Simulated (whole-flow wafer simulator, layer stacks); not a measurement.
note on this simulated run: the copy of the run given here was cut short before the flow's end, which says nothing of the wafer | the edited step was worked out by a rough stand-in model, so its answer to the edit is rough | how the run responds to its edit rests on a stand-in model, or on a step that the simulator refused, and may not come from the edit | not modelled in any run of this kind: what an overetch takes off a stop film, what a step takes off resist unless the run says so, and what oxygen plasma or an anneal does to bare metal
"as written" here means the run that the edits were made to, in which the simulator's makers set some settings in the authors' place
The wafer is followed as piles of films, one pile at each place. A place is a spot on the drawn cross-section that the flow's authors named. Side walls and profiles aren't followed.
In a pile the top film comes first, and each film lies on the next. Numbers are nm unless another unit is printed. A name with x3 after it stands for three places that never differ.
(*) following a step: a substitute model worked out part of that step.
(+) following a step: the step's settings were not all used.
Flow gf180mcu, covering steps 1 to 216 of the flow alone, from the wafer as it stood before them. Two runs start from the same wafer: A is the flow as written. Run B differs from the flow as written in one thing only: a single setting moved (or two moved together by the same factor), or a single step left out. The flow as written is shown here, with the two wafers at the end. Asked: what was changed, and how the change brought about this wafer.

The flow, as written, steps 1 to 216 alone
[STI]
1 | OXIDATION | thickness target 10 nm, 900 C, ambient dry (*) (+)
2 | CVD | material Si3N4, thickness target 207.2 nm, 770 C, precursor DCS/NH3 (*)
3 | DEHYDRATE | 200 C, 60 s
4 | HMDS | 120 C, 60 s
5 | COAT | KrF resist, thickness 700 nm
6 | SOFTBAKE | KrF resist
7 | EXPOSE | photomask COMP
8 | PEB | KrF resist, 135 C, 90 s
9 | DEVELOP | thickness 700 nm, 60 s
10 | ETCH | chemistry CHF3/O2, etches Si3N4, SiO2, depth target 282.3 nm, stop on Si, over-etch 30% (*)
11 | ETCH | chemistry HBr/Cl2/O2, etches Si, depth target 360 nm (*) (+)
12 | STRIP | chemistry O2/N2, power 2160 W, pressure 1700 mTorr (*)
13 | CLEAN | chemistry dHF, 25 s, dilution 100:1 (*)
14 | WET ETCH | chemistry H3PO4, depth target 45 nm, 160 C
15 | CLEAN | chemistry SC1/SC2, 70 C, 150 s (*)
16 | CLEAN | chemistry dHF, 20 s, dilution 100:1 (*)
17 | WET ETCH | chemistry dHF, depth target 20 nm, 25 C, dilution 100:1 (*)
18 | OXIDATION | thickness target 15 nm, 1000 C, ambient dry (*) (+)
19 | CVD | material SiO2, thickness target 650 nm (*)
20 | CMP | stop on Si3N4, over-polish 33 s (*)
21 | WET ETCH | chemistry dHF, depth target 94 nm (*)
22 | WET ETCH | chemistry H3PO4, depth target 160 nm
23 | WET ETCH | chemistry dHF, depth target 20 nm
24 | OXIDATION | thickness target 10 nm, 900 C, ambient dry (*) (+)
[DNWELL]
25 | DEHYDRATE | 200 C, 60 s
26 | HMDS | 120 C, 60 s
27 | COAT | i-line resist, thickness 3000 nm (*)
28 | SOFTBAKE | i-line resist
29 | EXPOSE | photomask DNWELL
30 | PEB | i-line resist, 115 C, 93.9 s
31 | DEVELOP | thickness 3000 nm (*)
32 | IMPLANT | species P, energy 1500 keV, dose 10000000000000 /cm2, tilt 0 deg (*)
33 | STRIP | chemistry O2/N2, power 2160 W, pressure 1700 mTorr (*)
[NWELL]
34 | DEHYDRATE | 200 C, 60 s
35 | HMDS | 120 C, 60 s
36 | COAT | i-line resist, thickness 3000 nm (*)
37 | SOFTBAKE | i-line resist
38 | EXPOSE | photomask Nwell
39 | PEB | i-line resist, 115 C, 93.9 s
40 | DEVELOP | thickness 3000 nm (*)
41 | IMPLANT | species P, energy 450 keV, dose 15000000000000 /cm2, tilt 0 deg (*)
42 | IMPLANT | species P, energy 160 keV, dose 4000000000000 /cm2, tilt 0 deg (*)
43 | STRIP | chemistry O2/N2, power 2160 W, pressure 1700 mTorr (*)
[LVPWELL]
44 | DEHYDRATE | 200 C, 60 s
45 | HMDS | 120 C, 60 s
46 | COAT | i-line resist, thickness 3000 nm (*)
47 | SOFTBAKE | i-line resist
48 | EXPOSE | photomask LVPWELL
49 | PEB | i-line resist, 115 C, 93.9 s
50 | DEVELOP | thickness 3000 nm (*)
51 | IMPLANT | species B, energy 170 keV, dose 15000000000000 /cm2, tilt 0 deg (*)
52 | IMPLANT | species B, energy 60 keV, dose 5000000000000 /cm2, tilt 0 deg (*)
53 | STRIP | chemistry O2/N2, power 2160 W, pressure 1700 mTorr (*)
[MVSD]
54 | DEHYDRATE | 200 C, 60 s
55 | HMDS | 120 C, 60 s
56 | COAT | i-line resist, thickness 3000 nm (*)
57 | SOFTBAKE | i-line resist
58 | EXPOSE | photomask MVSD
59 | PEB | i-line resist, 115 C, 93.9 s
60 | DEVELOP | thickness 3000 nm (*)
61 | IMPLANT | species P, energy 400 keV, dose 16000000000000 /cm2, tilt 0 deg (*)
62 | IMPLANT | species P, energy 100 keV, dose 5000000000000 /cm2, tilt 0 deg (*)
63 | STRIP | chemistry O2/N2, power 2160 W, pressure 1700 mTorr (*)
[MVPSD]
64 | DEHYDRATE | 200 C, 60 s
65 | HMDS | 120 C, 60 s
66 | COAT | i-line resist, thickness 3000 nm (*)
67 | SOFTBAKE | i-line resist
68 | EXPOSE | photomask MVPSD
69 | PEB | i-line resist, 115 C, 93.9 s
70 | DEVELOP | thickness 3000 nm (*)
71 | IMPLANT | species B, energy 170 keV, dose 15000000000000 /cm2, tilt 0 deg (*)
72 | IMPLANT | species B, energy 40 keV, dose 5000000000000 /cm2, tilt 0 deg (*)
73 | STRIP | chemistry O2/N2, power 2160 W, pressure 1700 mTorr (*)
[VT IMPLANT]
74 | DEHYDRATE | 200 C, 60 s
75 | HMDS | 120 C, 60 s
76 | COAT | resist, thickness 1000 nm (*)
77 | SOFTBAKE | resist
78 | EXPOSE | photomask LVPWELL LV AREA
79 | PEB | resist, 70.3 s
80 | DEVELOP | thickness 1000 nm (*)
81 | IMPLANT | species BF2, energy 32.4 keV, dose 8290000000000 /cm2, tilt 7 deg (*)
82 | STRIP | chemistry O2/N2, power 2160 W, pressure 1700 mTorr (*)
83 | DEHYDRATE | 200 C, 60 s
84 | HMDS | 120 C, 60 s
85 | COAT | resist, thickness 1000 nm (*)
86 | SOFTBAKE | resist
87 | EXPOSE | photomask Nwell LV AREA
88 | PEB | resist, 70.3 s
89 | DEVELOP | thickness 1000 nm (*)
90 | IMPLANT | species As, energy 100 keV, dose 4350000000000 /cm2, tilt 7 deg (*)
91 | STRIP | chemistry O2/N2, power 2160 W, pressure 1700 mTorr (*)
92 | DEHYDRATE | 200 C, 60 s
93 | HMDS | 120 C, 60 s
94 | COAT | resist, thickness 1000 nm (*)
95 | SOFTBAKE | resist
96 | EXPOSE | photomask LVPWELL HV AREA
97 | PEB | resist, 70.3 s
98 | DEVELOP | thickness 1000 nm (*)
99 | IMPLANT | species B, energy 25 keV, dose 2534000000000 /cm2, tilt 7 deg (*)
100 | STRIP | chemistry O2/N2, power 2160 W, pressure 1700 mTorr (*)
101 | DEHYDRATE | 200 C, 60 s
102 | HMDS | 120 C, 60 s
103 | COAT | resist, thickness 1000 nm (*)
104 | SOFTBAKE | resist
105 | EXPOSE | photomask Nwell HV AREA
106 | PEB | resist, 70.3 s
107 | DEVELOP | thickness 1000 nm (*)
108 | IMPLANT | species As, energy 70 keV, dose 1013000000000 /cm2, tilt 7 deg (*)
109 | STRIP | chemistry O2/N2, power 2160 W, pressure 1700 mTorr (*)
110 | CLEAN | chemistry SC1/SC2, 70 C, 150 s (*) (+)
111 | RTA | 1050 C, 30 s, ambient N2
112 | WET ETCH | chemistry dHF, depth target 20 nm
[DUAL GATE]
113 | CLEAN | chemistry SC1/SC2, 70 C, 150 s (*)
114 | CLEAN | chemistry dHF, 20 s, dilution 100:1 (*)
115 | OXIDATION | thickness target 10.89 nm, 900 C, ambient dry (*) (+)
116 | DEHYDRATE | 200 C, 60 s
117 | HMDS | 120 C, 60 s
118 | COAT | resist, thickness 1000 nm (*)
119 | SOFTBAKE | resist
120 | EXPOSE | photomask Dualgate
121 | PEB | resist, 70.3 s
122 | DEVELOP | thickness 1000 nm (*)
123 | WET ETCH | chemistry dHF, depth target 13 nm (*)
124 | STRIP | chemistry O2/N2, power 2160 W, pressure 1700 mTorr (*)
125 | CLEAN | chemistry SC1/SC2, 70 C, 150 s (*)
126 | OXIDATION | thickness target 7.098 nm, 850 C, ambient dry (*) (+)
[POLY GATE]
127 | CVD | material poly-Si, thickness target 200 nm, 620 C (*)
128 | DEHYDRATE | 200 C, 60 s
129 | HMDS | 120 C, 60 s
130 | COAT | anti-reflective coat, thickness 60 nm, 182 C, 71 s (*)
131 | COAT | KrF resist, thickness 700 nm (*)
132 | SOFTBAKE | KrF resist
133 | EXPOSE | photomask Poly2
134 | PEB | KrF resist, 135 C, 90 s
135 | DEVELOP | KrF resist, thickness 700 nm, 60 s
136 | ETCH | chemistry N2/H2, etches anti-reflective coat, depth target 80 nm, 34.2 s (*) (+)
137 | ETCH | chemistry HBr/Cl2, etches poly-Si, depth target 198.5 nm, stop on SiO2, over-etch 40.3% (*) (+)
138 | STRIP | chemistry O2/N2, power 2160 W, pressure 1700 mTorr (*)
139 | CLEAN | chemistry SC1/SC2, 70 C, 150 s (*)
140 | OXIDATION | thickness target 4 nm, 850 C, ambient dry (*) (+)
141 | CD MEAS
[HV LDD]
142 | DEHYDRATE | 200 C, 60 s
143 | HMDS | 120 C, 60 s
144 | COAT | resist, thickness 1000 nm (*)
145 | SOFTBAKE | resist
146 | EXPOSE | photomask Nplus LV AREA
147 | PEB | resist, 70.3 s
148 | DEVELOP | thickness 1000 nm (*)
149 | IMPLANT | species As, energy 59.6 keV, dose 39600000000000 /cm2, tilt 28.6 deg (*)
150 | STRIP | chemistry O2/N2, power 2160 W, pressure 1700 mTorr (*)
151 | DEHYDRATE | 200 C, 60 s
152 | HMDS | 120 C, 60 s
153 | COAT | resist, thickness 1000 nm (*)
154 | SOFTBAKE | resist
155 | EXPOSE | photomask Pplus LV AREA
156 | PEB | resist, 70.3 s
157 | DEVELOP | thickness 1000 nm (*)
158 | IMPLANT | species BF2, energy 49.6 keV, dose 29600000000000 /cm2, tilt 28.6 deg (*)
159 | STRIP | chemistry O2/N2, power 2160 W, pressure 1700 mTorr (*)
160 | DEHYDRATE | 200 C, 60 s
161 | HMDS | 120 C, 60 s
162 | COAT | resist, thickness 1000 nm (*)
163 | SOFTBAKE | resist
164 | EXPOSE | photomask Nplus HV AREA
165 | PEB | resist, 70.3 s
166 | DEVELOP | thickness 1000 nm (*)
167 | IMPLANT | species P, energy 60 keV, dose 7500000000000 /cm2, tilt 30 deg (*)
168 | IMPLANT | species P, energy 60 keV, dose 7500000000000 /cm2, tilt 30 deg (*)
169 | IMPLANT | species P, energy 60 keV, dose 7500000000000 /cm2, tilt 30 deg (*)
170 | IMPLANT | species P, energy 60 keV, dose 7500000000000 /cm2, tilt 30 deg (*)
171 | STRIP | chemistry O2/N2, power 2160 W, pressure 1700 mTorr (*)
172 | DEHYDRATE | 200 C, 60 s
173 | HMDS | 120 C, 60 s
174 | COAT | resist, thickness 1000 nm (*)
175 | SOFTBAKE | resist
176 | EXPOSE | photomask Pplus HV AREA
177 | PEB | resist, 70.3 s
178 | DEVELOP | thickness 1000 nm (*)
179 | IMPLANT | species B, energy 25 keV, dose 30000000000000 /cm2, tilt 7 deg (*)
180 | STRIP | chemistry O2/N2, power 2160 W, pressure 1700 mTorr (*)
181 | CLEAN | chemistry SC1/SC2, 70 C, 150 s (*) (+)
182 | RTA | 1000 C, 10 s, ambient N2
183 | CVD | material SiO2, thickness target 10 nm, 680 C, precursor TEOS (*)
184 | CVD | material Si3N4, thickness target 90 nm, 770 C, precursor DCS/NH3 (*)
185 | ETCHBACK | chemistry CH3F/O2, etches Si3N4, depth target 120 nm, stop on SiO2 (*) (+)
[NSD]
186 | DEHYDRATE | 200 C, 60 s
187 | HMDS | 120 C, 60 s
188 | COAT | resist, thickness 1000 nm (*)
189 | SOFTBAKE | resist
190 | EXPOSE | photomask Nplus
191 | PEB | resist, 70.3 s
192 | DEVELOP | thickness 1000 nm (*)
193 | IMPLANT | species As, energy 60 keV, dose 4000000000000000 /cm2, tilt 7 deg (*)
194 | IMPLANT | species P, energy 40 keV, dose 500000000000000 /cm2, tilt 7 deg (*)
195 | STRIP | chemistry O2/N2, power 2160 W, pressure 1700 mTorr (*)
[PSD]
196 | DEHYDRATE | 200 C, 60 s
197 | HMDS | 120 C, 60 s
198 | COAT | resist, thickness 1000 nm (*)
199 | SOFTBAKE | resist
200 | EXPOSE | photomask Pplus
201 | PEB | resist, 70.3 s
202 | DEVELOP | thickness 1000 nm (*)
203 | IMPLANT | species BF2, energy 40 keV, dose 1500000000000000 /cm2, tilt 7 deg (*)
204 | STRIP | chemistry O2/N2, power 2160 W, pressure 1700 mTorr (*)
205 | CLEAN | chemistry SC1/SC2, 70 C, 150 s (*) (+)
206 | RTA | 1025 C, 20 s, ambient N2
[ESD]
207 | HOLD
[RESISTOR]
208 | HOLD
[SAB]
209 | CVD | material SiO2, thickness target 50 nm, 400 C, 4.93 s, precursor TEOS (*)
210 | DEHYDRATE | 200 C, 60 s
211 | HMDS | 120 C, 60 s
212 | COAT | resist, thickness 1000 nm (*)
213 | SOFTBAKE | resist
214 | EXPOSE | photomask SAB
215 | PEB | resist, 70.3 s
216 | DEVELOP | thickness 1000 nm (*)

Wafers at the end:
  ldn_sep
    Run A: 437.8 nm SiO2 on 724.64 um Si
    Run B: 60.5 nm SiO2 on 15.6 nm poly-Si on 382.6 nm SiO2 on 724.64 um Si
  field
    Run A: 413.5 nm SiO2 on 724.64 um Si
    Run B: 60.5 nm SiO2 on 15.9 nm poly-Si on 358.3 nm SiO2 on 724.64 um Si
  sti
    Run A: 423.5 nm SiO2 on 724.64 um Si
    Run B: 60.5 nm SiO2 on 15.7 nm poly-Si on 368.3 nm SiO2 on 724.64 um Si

What caused this: step 137, ETCH: depth target 129 nm was run, while the flow as written has depth target 198.5 nm.

The path from the change to this, step by step:
  137 | ETCH | chemistry HBr/Cl2, etches poly-Si, depth target 198.5 nm, stop on SiO2, over-etch 40.3% (*) (+)
      field__w3, field__w12, field_sub and 14 more: A poly-Si loses 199 (all of it), SiO2 loses 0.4 | B poly-Si loses 181
      field__w6, sti, m1 and 11 more: A poly-Si loses 198.8 (all of it), SiO2 loses 0.4 | B poly-Si loses 181
      (as well as at 61 more places)
  138 | STRIP | chemistry O2/N2, power 2160 W, pressure 1700 mTorr (*)
      field, field__w1, field__w2 and 61 more: A nothing | B chemical SiO2 gains 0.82 (new film), poly-Si loses 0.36
      gate: A chemical SiO2 gains 0.68 (new film), KrF resist loses 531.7 (all of it), anti-reflective coat loses 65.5 (all of it), poly-Si loses 0.3 | B chemical SiO2 gains 0.68 (new film), KrF resist loses 564.2 (all of it), anti-reflective coat loses 65.5 (all of it), poly-Si loses 0.3
      (as well as at 27 more places)
  139 | CLEAN | chemistry SC1/SC2, 70 C, 150 s (*)
      field, field__w1, field__w2 and 34 more: A SiO2 loses 0.68 | B chemical SiO2 loses 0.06, poly-Si loses 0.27
  140 | OXIDATION | thickness target 4 nm, 850 C, ambient dry (*) (+)
      field, field__w1, field__w2 and 21 more: A SiO2 gains 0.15, Si loses 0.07 | B SiO2 gains 4 (new film), chemical SiO2 loses 0.76 (all of it), poly-Si loses 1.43
      active_hv, active_nat, ld_sd_n and 11 more: A SiO2 gains 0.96, Si loses 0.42 | B SiO2 gains 4 (new film), chemical SiO2 loses 0.76 (all of it), poly-Si loses 1.43
      (as well as at 26 more places)
  144 | COAT | resist, thickness 1000 nm (*)
      polyc_n, polyc_p: A resist gains 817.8 (new film) | B resist gains 835.5 (new film)
      gate: A resist gains 837.3 (new film) | B resist gains 854.6 (new film)
      (as well as at 2 more places)
  145 | SOFTBAKE | resist
      nw_enc_fld_lv__w3: A resist gains 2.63 | B resist loses 0.62
      ldn_dft, ldp_dft: A resist loses 4.42 | B resist loses 3.87
      (as well as at 37 more places)
  148 | DEVELOP | thickness 1000 nm (*)
      gate: A resist loses 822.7 (all of it) | B resist loses 840 (all of it)
      polyc_n: A resist loses 799.4 (all of it) | B resist loses 817.4 (all of it)
      (as well as at 1 more place)
  150 | STRIP | chemistry O2/N2, power 2160 W, pressure 1700 mTorr (*)
      polyc_p: A resist loses 799.5 (all of it) | B resist loses 817.4 (all of it)
      polyc_p_rim: A resist loses 798.4 (all of it) | B resist loses 816.5 (all of it)
      (as well as at 1 more place)
  153 | COAT | resist, thickness 1000 nm (*)
      polyc_n, polyc_p: A resist gains 817.8 (new film) | B resist gains 835.5 (new film)
      gate: A resist gains 837.3 (new film) | B resist gains 854.6 (new film)
      (as well as at 2 more places)
  154 | SOFTBAKE | resist
      nw_enc_fld_lv__w3: A resist gains 2.63 | B resist loses 0.62
      ldn_dft, ldp_dft: A resist loses 4.42 | B resist loses 3.87
      (as well as at 37 more places)
  157 | DEVELOP | thickness 1000 nm (*)
      polyc_p: A resist loses 799.5 (all of it) | B resist loses 817.4 (all of it)
      polyc_p_rim: A resist loses 798.4 (all of it) | B resist loses 816.5 (all of it)
  159 | STRIP | chemistry O2/N2, power 2160 W, pressure 1700 mTorr (*)
      gate: A resist loses 822.7 (all of it) | B resist loses 840 (all of it)
      polyc_n: A resist loses 799.4 (all of it) | B resist loses 817.3 (all of it)
      (as well as at 2 more places)
  162 | COAT | resist, thickness 1000 nm (*)
      polyc_n, polyc_p: A resist gains 817.8 (new film) | B resist gains 835.5 (new film)
      gate: A resist gains 837.3 (new film) | B resist gains 854.6 (new film)
      (as well as at 2 more places)
  163 | SOFTBAKE | resist
      nw_enc_fld_lv__w3: A resist gains 2.63 | B resist loses 0.62
      ldn_dft, ldp_dft: A resist loses 4.42 | B resist loses 3.87
      (as well as at 37 more places)
  171 | STRIP | chemistry O2/N2, power 2160 W, pressure 1700 mTorr (*)
      gate: A resist loses 822.7 (all of it) | B resist loses 840 (all of it)
      polyc_n: A resist loses 799.4 (all of it) | B resist loses 817.3 (all of it)
      (as well as at 4 more places)
  174 | COAT | resist, thickness 1000 nm (*)
      polyc_n, polyc_p: A resist gains 817.8 (new film) | B resist gains 835.5 (new film)
      gate: A resist gains 837.3 (new film) | B resist gains 854.6 (new film)
      (as well as at 2 more places)
  ... another 13 steps ...
  216 | DEVELOP | thickness 1000 nm (*)
      polyc_n: A resist loses 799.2 (all of it) | B resist loses 817.3 (all of it)
      polyc_n_rim: A resist loses 798 (all of it) | B resist loses 816.3 (all of it)
      (as well as at 2 more places)
